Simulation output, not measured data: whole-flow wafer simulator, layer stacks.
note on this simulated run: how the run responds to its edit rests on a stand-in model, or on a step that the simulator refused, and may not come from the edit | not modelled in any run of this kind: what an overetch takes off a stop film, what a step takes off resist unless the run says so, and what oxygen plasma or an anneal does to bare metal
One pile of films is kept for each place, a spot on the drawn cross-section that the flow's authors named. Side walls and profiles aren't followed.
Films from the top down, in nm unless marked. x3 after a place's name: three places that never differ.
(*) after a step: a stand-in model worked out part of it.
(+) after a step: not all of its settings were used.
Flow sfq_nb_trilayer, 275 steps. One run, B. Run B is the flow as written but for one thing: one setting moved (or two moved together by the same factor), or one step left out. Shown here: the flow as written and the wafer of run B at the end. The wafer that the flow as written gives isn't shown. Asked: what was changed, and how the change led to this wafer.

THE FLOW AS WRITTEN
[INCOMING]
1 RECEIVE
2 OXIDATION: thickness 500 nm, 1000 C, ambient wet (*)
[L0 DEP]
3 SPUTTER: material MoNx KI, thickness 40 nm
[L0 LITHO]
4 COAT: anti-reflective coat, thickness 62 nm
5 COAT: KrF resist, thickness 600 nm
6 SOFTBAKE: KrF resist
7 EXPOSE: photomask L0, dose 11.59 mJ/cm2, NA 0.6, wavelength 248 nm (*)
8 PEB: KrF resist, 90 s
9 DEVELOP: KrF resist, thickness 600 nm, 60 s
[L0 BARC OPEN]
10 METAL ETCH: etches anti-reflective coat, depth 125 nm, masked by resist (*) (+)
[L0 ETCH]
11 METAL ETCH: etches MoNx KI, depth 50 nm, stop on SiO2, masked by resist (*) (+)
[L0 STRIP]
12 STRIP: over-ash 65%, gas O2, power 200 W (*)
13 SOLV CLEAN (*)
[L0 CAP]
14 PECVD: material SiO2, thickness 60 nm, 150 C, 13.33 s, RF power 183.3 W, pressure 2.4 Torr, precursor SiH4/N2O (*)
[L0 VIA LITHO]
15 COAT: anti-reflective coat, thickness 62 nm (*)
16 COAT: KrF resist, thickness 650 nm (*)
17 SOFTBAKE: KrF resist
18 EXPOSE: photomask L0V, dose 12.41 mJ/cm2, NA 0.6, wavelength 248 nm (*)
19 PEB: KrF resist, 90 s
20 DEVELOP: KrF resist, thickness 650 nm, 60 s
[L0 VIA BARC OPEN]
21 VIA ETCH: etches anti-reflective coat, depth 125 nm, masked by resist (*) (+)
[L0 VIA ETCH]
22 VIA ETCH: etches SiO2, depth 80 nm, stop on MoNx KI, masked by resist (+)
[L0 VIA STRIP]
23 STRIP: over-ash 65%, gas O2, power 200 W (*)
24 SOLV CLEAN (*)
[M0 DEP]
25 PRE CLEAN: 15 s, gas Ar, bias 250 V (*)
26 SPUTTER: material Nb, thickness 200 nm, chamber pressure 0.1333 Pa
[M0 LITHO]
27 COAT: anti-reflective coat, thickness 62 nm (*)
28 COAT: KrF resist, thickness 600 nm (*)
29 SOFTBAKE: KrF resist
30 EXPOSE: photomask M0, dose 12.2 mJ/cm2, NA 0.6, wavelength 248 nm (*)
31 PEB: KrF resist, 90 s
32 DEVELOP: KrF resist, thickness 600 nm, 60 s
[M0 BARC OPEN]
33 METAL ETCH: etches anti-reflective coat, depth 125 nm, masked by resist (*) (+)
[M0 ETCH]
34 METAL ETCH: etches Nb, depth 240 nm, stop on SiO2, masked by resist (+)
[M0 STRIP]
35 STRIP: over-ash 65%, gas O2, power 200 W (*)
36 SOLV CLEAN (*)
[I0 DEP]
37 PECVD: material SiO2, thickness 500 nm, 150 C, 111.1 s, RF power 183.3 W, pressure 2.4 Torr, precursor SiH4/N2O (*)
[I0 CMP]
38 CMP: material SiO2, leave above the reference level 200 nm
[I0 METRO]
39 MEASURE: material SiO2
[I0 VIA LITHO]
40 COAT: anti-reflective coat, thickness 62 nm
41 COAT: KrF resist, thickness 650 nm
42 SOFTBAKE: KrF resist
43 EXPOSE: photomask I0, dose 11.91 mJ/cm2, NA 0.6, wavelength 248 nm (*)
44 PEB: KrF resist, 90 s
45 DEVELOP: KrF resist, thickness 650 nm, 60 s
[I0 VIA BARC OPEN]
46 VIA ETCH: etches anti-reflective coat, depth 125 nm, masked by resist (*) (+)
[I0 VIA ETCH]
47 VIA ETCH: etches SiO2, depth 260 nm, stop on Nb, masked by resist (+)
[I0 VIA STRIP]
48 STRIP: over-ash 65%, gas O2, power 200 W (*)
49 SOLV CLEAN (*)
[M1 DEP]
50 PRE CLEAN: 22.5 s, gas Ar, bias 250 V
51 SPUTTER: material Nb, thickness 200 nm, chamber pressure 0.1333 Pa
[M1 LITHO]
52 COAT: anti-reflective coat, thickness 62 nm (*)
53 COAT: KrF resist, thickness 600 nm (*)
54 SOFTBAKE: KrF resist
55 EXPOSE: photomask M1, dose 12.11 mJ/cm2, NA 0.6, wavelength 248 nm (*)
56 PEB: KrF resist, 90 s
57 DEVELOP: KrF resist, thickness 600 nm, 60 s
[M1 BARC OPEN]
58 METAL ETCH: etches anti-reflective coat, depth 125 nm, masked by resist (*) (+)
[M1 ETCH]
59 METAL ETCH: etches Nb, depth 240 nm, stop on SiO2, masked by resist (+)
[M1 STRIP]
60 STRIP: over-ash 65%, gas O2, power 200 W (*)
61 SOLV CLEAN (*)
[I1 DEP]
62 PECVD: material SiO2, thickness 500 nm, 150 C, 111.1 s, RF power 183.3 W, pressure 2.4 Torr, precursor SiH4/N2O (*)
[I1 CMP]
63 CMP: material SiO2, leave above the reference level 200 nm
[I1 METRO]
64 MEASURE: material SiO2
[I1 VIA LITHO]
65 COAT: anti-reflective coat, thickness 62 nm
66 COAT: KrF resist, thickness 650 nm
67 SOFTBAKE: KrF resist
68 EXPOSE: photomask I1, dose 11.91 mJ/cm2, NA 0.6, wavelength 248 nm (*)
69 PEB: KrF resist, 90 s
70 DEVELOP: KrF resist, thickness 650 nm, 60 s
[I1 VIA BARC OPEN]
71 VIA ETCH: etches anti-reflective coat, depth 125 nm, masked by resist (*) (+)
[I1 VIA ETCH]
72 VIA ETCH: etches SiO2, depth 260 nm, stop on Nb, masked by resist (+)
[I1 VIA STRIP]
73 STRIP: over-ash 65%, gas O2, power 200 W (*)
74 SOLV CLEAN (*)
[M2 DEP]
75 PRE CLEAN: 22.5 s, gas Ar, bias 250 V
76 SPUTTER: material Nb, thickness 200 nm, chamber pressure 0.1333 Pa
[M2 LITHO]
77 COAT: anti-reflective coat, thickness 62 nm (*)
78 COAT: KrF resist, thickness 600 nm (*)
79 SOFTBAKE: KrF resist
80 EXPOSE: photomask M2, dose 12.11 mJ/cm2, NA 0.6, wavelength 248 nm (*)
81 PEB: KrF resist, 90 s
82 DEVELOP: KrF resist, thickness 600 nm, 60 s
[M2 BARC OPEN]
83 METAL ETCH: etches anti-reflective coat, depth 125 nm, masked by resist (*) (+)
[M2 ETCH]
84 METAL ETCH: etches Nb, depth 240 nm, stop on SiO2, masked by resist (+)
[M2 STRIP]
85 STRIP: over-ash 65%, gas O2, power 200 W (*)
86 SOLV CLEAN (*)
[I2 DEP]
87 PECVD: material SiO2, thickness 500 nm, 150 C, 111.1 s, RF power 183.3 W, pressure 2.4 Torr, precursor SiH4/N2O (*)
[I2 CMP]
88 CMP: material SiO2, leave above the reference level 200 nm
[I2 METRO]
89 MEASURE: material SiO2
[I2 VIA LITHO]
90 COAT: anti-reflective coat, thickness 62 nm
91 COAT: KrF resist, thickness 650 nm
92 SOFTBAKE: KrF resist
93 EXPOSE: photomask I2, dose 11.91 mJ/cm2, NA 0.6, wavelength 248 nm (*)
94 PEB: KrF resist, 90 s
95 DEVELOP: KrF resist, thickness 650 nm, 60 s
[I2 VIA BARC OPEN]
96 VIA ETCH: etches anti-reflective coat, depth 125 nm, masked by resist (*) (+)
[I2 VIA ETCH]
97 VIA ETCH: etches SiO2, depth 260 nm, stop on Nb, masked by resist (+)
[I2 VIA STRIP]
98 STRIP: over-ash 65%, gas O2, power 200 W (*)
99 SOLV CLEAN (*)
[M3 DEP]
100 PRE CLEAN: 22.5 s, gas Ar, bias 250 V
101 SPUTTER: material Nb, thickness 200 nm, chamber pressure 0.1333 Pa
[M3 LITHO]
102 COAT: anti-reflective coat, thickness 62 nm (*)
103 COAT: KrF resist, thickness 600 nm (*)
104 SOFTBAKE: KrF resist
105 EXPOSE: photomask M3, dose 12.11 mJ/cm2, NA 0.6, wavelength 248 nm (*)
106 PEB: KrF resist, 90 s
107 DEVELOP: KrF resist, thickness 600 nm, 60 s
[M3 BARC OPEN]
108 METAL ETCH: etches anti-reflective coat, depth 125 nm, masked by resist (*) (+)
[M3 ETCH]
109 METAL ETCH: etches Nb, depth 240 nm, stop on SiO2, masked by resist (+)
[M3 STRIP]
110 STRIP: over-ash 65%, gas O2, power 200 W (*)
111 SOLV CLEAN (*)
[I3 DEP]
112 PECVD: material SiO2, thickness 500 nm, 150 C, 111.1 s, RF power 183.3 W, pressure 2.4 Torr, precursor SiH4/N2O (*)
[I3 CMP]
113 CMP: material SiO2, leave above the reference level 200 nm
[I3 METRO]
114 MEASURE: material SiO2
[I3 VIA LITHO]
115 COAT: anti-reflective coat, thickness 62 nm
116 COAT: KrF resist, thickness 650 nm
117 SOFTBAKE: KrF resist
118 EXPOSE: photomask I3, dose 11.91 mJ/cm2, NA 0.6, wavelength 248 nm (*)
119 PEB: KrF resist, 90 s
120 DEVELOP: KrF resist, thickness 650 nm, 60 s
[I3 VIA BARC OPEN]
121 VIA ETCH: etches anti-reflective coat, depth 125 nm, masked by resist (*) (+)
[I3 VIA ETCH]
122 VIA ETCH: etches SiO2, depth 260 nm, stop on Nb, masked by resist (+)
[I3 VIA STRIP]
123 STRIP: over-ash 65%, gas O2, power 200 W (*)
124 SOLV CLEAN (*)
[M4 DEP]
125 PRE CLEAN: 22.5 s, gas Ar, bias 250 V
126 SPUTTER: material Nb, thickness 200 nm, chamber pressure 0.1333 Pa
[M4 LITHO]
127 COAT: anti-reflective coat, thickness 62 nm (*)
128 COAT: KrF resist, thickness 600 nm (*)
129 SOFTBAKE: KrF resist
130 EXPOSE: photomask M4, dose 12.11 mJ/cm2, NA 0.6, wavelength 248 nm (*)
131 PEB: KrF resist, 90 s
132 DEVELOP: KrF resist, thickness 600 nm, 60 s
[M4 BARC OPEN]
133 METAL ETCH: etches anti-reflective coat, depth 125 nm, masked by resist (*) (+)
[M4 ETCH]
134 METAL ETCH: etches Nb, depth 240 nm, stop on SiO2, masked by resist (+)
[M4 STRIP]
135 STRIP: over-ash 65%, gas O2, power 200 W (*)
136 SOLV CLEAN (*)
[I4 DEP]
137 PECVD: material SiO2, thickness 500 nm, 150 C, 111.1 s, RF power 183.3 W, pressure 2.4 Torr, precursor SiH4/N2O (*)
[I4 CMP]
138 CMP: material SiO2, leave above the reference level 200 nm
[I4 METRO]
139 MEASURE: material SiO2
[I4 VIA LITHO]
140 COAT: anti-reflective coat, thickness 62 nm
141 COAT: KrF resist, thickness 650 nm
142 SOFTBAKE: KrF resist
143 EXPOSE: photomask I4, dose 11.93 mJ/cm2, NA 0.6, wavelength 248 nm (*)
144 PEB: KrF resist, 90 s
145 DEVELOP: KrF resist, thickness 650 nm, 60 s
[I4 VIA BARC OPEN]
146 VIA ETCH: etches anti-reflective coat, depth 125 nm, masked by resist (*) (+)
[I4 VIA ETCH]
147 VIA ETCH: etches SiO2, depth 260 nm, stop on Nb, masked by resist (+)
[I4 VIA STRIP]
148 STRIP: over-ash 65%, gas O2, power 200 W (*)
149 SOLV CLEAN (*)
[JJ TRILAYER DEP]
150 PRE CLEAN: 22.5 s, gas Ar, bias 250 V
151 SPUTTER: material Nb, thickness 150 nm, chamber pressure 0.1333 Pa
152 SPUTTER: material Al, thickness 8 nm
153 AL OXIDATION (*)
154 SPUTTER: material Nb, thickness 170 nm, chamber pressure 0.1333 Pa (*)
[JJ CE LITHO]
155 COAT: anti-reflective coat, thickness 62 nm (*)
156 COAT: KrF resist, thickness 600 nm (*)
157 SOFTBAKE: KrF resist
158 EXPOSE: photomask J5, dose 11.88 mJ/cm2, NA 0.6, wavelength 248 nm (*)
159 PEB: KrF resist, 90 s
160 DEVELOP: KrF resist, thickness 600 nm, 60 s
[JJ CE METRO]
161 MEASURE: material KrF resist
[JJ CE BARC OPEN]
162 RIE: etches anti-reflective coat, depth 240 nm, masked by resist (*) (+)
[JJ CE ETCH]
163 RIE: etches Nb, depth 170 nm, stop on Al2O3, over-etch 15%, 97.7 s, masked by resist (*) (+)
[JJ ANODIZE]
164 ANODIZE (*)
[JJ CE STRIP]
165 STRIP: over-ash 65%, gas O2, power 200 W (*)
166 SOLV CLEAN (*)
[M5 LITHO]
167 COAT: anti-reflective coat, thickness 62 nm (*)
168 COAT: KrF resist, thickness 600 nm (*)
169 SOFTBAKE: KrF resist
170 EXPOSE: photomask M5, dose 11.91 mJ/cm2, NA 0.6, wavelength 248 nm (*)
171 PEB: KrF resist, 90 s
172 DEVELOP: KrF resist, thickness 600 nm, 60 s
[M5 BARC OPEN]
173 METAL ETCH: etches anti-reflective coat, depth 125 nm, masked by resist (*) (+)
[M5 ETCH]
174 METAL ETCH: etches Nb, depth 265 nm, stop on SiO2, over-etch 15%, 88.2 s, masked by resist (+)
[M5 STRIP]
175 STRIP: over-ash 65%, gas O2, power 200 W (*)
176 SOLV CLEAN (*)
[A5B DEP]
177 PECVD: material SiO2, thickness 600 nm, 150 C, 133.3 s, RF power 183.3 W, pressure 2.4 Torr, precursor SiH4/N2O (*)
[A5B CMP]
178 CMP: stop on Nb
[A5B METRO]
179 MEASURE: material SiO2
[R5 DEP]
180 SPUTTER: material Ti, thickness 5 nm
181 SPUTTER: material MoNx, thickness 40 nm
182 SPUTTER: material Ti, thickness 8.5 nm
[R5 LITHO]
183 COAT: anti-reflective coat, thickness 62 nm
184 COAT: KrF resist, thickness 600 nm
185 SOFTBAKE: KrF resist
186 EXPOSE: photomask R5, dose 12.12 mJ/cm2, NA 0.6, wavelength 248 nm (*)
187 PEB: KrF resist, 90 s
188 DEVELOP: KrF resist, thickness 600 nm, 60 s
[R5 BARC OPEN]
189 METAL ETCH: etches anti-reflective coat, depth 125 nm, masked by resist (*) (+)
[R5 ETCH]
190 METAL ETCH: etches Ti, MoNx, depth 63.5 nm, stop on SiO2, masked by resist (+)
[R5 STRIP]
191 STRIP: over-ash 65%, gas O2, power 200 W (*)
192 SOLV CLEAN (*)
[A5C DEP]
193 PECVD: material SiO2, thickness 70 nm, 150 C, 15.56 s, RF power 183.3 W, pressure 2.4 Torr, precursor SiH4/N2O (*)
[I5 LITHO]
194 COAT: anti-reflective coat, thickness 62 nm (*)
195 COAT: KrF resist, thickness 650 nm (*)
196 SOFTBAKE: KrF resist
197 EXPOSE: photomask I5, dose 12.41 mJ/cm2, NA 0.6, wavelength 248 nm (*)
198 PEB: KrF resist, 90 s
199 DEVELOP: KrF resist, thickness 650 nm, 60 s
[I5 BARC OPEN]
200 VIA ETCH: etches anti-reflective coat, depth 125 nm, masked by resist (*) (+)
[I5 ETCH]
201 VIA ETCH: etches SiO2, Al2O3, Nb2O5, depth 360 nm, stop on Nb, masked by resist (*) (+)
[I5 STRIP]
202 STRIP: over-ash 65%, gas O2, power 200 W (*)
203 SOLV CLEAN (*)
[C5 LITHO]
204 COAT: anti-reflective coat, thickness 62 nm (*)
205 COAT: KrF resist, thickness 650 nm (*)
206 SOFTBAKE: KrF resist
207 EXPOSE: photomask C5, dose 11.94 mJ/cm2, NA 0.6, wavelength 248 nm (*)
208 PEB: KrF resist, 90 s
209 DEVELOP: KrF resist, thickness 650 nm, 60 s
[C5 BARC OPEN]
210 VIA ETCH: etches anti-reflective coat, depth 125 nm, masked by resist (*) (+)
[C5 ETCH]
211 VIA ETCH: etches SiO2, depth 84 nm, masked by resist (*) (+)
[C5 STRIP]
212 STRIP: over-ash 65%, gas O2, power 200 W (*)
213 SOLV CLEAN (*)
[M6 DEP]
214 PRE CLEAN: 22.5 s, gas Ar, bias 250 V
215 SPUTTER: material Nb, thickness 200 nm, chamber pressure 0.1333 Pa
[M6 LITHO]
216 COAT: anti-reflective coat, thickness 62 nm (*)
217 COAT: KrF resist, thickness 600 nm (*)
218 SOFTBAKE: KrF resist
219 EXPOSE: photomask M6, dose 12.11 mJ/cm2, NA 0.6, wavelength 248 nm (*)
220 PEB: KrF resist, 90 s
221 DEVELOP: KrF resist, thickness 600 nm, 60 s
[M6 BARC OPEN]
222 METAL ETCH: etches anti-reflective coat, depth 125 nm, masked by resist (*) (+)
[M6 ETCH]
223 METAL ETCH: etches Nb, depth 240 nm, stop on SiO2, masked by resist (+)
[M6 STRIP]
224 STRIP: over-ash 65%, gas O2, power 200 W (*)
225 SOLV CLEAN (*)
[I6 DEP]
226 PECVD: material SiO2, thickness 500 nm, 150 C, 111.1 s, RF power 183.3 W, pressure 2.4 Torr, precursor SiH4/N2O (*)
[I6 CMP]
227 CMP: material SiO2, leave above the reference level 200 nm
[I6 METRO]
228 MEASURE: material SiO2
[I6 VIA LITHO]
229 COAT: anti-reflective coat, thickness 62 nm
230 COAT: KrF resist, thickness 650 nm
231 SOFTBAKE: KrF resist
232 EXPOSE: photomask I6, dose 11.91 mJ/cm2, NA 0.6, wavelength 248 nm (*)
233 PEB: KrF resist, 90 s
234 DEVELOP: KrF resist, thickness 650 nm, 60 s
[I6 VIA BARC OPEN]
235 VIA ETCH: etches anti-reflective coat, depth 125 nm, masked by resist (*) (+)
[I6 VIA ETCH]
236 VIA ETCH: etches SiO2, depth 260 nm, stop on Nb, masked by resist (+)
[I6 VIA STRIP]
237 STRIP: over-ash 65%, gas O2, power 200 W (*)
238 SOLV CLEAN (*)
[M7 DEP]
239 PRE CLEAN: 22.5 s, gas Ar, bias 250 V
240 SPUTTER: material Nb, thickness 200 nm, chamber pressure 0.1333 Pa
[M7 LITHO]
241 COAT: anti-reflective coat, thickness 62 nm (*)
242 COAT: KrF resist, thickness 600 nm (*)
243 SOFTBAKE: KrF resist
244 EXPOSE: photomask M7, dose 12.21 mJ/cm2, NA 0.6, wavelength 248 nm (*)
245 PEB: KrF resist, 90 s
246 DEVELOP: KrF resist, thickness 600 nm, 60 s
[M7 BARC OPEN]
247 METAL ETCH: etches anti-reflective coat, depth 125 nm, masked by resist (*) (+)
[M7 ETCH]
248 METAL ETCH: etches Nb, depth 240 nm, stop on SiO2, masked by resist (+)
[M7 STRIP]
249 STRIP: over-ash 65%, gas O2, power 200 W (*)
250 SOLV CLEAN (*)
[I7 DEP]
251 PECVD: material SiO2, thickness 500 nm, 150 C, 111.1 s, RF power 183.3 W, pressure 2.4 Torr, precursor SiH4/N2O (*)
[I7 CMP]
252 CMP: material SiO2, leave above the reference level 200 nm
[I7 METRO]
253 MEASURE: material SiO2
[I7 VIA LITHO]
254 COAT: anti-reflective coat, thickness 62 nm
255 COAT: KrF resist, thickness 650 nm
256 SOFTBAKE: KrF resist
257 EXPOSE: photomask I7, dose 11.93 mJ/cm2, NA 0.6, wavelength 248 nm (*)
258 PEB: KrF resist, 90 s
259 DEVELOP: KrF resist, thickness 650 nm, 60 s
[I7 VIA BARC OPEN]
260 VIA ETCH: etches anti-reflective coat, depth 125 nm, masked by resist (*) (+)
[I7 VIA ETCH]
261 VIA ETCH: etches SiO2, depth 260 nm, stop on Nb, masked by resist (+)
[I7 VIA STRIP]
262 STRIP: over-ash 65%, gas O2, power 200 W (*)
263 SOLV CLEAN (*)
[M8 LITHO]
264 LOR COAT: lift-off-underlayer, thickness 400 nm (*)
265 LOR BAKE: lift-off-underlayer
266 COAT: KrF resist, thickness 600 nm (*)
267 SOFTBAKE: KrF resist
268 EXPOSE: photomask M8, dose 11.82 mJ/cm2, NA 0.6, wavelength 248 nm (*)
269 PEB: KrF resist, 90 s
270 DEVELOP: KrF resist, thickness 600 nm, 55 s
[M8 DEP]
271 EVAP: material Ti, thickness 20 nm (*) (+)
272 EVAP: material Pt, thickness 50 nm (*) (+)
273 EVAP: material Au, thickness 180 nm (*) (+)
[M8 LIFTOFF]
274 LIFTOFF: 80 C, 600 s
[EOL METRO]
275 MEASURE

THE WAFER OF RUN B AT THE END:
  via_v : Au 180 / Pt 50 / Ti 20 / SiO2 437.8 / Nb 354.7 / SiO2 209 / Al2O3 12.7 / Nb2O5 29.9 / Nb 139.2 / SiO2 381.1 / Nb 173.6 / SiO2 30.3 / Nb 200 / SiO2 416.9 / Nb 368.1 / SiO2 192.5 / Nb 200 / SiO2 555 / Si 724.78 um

The cause: step 122, VIA ETCH: depth 162 nm was run, where the flow has depth 260 nm.

How the change led to this, step by step:
  122 VIA ETCH: etches SiO2, depth 260 nm, stop on Nb, masked by resist (+)
      via_v: SiO2 -162 (as written it would be: SiO2 -199.8 (all of it))
      field_l, v_sur, via_wl and 102 more: KrF resist -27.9 (as written it would be: KrF resist -44.8)
  123 STRIP: over-ash 65%, gas O2, power 200 W (*)
      field_l, v_sur, via_wl and 102 more: KrF resist -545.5 (all of it), anti-reflective coat -62 (all of it) (as written it would be: KrF resist -528.6 (all of it), anti-reflective coat -62 (all of it))
  125 PRE CLEAN: 22.5 s, gas Ar, bias 250 V
      via_v: SiO2 -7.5 (as written it would be: Nb -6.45)
  126 SPUTTER: material Nb, thickness 200 nm, chamber pressure 0.1333 Pa
      via_v: Nb +173.6 (new film) (as written it would be: Nb +165.5)
  127 COAT: anti-reflective coat, thickness 62 nm (*)
      via_v: anti-reflective coat +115 (new film) (as written it would be: anti-reflective coat +124.8 (new film))
  128 COAT: KrF resist, thickness 600 nm (*)
      via_v: KrF resist +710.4 (new film) (as written it would be: KrF resist +739.8 (new film))
  135 STRIP: over-ash 65%, gas O2, power 200 W (*)
      via_v: KrF resist -492.6 (all of it), anti-reflective coat -115 (all of it) (as written it would be: KrF resist -521.8 (all of it), anti-reflective coat -124.8 (all of it))
  137 PECVD: material SiO2, thickness 500 nm, 150 C, 111.1 s, RF power 183.3 W, pressure 2.4 Torr, precursor SiH4/N2O (*)
      via_v: SiO2 +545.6 (new film) (as written it would be: SiO2 +615 (new film))
  138 CMP: material SiO2, leave above the reference level 200 nm
      via_v: SiO2 -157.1 (as written it would be: SiO2 -181.6)
Counting metal films that touch as one body, via_v has 7 bodies (between them, from the top down: SiO2 437.8; SiO2 209 / Al2O3 12.7 / Nb2O5 29.9; SiO2 381.1; SiO2 30.3; SiO2 416.9; SiO2 192.5); the flow as written gives 6 bodies (between them, from the top down: SiO2 437.8; SiO2 209 / Al2O3 12.7 / Nb2O5 29.9; SiO2 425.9; SiO2 416.9; SiO2 192.5).
